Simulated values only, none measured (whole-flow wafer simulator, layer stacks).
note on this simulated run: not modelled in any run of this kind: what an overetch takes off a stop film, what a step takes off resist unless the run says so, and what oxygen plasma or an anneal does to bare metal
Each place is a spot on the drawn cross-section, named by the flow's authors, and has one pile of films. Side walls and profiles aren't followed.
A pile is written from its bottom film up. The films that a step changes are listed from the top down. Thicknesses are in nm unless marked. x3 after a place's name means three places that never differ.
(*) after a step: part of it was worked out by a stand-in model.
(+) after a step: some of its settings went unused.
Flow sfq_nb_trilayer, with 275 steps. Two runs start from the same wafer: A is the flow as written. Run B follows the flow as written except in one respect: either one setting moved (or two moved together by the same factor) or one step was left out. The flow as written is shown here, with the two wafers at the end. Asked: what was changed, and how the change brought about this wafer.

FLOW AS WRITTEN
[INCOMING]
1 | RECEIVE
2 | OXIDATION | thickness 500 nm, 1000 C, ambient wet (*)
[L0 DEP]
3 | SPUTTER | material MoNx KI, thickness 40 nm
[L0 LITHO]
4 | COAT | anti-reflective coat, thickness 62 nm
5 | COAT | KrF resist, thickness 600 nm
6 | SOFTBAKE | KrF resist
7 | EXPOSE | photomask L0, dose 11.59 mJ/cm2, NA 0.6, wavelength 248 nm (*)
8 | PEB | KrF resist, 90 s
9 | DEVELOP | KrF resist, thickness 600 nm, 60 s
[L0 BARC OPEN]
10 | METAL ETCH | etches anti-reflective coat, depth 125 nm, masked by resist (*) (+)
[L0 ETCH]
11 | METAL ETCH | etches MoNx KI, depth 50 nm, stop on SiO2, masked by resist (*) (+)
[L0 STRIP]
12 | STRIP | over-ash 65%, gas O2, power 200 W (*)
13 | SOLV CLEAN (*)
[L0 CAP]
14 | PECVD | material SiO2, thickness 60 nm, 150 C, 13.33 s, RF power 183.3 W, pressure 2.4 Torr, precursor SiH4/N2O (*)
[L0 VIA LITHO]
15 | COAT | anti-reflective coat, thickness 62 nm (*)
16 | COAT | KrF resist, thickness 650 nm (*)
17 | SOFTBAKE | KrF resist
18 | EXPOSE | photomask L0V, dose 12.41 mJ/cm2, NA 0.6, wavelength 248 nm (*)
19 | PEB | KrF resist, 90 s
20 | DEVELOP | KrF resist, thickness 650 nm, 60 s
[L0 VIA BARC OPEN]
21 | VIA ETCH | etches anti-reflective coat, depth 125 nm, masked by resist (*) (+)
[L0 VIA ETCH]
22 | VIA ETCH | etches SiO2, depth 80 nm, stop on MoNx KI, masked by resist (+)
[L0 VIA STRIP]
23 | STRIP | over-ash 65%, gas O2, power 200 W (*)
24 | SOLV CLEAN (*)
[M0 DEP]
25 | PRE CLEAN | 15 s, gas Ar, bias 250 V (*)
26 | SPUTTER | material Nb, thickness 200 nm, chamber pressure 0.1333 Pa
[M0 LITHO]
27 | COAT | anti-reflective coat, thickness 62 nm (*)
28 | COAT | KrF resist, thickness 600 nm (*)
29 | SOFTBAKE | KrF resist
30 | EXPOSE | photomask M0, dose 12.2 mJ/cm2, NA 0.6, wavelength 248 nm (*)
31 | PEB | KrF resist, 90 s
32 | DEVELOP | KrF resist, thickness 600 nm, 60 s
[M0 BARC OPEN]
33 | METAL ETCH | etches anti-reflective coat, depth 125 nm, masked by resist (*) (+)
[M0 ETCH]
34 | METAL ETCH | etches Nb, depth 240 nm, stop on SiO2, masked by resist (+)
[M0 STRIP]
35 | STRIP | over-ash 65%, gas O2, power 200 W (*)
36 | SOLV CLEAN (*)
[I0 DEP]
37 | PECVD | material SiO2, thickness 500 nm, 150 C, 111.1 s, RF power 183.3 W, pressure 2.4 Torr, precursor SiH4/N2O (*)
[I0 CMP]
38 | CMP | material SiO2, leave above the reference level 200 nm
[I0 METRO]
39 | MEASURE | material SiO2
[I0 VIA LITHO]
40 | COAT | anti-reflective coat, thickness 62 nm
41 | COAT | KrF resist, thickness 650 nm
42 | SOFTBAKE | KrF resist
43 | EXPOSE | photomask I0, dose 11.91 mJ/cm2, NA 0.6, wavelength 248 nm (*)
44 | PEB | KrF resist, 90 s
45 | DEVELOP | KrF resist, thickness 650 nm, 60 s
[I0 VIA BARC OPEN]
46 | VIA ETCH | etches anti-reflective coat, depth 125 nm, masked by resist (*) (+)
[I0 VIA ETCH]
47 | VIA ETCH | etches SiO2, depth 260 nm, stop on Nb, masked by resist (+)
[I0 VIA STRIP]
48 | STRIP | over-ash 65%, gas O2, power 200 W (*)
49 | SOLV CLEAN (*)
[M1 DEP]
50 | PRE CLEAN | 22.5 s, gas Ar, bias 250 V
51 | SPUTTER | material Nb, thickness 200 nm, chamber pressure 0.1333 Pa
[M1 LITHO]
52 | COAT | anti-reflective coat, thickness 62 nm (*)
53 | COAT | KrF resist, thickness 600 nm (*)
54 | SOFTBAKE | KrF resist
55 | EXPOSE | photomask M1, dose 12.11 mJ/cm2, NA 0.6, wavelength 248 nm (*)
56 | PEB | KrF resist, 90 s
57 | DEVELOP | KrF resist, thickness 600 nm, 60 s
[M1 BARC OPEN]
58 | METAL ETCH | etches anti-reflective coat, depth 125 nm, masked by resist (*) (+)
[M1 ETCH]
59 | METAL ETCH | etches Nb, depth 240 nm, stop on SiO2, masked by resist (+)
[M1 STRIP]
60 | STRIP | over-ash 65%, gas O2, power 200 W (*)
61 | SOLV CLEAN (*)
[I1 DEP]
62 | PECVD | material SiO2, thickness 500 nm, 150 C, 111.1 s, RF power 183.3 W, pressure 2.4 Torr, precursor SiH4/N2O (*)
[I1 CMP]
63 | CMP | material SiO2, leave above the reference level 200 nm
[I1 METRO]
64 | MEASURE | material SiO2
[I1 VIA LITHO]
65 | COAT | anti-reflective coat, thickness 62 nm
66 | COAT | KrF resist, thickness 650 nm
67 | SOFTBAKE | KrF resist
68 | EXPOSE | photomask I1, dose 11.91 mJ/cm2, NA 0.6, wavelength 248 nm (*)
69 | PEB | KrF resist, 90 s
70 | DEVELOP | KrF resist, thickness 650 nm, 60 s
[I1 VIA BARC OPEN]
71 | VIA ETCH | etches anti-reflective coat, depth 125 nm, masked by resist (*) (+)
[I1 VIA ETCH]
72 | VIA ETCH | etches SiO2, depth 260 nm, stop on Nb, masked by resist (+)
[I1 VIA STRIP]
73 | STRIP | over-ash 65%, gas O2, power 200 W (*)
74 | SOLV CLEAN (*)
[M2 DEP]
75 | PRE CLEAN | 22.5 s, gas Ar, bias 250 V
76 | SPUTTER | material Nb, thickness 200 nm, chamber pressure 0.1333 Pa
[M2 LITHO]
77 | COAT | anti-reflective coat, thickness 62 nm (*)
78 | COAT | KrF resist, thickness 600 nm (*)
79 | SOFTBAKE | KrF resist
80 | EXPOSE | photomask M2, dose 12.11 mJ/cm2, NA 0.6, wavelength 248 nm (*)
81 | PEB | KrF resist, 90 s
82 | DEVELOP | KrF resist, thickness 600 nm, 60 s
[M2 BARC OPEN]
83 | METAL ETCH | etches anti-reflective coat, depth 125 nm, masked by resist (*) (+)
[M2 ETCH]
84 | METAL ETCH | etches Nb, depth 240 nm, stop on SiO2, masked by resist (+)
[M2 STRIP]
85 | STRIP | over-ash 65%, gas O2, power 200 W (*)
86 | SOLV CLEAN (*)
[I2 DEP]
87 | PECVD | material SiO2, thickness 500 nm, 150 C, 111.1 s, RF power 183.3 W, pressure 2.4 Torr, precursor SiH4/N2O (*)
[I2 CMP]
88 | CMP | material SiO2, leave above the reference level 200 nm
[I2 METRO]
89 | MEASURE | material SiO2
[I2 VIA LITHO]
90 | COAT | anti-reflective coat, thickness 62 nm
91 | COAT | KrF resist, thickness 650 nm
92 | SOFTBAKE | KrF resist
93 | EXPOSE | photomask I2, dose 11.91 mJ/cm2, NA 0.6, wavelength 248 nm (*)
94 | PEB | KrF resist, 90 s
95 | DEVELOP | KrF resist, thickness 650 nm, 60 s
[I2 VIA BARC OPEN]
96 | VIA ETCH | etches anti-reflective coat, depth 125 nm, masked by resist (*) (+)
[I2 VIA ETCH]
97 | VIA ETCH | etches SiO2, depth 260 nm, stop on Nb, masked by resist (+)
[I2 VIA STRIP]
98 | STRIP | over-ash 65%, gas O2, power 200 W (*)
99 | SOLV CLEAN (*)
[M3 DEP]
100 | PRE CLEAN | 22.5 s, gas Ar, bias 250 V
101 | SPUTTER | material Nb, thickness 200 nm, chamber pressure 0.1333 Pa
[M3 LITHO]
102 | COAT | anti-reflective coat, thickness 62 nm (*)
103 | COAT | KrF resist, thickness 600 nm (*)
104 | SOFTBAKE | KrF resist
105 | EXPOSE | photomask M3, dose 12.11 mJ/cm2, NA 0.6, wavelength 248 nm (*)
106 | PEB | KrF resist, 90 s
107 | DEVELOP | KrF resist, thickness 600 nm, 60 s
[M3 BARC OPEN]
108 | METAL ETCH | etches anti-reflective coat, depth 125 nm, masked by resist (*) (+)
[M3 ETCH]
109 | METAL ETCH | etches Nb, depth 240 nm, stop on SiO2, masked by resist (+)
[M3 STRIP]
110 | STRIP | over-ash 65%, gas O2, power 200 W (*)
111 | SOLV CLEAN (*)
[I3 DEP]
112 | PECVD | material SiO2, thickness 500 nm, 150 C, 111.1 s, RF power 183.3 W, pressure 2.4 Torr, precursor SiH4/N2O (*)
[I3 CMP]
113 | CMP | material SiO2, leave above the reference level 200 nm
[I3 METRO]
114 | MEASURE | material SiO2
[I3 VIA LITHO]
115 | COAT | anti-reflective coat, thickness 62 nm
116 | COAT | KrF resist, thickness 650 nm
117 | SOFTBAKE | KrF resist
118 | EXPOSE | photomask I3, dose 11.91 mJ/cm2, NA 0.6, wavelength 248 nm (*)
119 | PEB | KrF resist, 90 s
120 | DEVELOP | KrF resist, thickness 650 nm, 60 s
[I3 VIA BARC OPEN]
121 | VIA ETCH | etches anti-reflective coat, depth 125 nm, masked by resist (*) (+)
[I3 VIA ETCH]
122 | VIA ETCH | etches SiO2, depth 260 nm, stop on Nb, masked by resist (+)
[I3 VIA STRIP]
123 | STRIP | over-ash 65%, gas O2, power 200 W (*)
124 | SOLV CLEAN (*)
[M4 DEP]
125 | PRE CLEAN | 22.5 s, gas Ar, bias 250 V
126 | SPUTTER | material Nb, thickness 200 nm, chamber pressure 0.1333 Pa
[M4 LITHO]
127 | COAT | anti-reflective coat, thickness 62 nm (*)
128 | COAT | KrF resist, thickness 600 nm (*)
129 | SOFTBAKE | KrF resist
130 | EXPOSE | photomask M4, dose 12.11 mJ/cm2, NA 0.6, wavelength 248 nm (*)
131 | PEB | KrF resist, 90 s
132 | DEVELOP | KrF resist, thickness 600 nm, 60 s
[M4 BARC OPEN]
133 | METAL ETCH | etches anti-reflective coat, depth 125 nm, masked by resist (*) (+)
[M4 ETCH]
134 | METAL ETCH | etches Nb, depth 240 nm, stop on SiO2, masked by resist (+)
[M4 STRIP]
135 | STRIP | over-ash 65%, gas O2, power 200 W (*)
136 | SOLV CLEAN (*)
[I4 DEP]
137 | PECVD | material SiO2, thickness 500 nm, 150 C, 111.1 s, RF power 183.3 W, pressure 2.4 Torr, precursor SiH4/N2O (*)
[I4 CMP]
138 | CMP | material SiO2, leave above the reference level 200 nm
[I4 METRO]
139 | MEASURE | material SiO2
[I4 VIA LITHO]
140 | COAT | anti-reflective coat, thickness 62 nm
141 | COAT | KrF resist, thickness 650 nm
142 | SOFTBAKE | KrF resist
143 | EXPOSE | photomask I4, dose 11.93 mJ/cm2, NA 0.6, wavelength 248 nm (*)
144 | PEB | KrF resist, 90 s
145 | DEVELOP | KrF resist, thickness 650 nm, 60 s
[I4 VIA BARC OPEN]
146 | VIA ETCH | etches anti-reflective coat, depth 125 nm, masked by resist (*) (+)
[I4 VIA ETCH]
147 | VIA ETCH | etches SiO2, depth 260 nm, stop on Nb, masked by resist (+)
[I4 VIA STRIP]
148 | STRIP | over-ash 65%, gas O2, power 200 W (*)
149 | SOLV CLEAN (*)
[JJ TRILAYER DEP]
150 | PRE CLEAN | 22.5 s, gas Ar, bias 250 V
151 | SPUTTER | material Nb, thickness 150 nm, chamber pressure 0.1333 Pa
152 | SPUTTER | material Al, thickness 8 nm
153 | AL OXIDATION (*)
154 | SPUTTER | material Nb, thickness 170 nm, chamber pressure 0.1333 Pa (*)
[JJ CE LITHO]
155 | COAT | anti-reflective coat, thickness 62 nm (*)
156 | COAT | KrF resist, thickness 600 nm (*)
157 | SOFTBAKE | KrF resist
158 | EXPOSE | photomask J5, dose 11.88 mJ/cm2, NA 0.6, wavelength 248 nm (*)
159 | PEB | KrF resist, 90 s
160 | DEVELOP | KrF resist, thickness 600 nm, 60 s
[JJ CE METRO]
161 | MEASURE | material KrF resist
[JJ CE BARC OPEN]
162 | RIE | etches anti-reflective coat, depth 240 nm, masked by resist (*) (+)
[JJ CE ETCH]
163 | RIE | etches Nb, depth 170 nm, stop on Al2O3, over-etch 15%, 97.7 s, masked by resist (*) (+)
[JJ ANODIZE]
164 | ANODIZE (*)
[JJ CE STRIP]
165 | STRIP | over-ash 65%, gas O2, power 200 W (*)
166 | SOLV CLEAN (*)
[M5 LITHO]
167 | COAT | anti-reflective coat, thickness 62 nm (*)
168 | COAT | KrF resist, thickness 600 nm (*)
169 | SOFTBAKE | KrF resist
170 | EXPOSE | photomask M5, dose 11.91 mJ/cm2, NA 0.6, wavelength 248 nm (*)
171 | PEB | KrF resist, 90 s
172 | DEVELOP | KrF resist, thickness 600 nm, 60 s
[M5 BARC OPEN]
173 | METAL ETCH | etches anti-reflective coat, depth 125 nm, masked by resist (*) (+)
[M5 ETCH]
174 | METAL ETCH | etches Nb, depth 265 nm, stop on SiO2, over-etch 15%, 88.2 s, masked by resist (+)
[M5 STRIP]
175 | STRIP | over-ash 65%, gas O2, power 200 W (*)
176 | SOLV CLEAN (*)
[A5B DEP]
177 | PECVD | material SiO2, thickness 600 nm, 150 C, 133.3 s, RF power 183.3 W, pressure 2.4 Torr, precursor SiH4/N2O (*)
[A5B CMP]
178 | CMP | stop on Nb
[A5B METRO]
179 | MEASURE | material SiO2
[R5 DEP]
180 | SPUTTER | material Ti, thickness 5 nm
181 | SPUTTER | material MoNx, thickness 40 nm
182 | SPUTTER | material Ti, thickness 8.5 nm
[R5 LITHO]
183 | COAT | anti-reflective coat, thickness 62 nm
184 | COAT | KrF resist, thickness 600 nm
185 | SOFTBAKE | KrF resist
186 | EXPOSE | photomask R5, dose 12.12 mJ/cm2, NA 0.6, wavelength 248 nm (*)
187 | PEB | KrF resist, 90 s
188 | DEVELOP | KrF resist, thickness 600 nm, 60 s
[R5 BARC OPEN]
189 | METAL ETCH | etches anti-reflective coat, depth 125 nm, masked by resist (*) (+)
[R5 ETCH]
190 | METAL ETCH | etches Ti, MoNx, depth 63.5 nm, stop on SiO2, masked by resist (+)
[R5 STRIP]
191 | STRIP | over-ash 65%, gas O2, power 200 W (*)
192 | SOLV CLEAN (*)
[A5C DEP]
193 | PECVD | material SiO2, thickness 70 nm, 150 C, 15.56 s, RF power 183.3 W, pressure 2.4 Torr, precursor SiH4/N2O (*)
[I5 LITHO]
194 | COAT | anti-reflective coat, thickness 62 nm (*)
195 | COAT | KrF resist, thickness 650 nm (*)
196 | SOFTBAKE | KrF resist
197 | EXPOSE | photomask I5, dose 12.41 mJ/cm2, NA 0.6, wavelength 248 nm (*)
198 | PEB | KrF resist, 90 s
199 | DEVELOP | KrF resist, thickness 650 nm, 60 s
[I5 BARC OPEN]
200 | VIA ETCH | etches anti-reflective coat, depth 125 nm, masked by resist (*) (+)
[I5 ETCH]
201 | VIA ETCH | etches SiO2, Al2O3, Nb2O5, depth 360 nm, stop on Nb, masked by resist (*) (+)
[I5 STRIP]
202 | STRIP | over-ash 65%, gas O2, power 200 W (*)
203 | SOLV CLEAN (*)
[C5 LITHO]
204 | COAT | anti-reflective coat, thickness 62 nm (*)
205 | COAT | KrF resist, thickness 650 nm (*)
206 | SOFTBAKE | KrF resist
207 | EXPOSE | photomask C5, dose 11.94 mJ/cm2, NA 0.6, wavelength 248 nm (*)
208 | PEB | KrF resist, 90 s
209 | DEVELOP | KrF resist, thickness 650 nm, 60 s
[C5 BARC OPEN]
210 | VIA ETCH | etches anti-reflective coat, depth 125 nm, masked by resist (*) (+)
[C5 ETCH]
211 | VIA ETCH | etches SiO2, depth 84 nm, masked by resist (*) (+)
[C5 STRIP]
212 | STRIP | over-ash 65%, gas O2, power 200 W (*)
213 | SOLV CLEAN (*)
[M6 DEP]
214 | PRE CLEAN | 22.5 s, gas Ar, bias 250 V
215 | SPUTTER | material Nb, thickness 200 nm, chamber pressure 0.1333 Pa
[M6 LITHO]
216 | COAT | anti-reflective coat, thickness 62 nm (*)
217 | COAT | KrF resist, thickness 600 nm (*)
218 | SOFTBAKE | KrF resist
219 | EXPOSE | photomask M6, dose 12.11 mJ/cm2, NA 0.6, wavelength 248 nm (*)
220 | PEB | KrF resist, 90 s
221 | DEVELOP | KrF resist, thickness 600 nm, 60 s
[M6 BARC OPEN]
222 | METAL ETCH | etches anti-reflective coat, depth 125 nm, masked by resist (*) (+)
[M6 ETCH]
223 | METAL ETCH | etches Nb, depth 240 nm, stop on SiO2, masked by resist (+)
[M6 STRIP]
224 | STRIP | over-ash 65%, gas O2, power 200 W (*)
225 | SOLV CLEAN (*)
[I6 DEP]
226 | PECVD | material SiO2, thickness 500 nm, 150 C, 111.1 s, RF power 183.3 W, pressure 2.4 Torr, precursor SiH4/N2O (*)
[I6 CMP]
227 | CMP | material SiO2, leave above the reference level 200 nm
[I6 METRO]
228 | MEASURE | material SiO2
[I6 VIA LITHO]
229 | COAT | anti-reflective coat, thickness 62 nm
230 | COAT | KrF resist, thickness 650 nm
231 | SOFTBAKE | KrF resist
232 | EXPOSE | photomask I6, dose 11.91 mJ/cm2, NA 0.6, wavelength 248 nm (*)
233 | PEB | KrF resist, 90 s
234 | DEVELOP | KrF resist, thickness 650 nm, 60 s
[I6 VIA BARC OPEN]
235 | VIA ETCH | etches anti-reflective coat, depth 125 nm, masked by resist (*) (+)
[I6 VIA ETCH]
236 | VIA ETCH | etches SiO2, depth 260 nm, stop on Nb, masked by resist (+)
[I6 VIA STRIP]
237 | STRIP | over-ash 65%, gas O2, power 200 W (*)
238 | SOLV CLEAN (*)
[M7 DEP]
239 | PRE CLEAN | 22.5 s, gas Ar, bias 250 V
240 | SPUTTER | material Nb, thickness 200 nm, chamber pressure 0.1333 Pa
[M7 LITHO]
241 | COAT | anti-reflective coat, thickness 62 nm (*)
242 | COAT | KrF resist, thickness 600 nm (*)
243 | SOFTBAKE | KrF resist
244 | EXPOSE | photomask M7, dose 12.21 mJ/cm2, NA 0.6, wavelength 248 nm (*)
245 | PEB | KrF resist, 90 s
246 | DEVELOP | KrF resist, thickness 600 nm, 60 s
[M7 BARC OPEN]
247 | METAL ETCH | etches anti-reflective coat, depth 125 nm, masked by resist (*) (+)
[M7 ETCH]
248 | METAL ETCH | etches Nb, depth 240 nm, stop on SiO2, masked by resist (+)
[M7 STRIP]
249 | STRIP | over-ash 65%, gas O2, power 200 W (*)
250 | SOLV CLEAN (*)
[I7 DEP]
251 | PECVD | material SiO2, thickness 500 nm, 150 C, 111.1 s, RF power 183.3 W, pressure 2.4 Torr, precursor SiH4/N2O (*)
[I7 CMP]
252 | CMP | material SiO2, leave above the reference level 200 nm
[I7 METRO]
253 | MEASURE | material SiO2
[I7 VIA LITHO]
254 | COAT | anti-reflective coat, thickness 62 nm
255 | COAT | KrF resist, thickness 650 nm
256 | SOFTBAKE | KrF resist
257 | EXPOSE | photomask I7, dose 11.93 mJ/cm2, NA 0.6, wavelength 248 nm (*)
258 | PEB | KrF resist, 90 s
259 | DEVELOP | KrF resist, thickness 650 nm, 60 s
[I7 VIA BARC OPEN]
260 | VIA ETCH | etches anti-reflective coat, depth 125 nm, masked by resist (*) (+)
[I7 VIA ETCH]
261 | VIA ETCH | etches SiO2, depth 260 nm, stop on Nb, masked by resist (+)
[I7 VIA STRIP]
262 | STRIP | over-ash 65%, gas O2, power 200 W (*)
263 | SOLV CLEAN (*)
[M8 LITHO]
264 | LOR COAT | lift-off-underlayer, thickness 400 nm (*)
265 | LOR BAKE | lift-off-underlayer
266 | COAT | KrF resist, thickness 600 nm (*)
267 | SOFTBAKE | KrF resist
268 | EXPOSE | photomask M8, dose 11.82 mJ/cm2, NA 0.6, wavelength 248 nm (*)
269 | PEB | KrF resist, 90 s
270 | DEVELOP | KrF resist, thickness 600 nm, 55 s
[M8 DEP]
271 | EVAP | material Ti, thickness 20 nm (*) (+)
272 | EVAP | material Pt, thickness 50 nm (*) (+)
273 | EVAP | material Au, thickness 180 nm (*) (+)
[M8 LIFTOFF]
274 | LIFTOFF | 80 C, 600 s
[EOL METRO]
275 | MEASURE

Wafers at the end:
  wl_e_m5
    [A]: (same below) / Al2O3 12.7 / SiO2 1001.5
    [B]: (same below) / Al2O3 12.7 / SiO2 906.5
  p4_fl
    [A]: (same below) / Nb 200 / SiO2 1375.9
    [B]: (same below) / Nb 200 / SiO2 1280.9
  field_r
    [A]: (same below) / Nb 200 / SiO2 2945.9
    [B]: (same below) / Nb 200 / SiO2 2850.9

What caused this: step 215, SPUTTER: thickness 105 nm was run, though the flow has thickness 200 nm.

Step by step, how the change led to this:
  215 | SPUTTER | material Nb, thickness 200 nm, chamber pressure 0.1333 Pa
      field_l, v_sur, via_wl and 100 more: A +200 Nb (new film) | B +105 Nb (new film)
      be: A +147.3 Nb | B +77.8 Nb
      (as well as at 2 more places)
  216 | COAT | anti-reflective coat, thickness 62 nm (*)
      be: A +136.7 anti-reflective coat (new film) | B +128.9 anti-reflective coat (new film)
      be_sur: A +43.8 anti-reflective coat (new film) | B +42.4 anti-reflective coat (new film)
      (as well as at 1 more place)
  223 | METAL ETCH | etches Nb, depth 240 nm, stop on SiO2, masked by resist (+)
      field_l, gap, moat and 76 more: A -200 Nb (all of it) | B -105 Nb (all of it)
      v_sur, via_wl, via_w and 24 more: A -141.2 KrF resist | B -92.6 KrF resist
  224 | STRIP | over-ash 65%, gas O2, power 200 W (*)
      wl_j_sl, wl_j_sr: A -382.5 KrF resist (all of it), -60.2 anti-reflective coat (all of it) | B -431.1 KrF resist (all of it), -60.2 anti-reflective coat (all of it)
      wl_c_m6, wl_f_m6: A -382.3 KrF resist (all of it), -62 anti-reflective coat (all of it) | B -430.8 KrF resist (all of it), -62 anti-reflective coat (all of it)
      (as well as at 23 more places)
  226 | PECVD | material SiO2, thickness 500 nm, 150 C, 111.1 s, RF power 183.3 W, pressure 2.4 Torr, precursor SiH4/N2O (*)
      gap, wl_a_sl, m6r_space_l x2: A +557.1 SiO2 | B +500 SiO2
      be: A +693.5 SiO2 (new film) | B +657.2 SiO2 (new film)
  227 | CMP | material SiO2, leave above the reference level 200 nm
      field_l, p4_fl, p4_fm and 59 more: A -100 SiO2 | B -195 SiO2
      moat, field_r, lsp_l, ln_m5, lsp_m: A -93.6 SiO2 | B -195 SiO2
      (as well as at 13 more places)
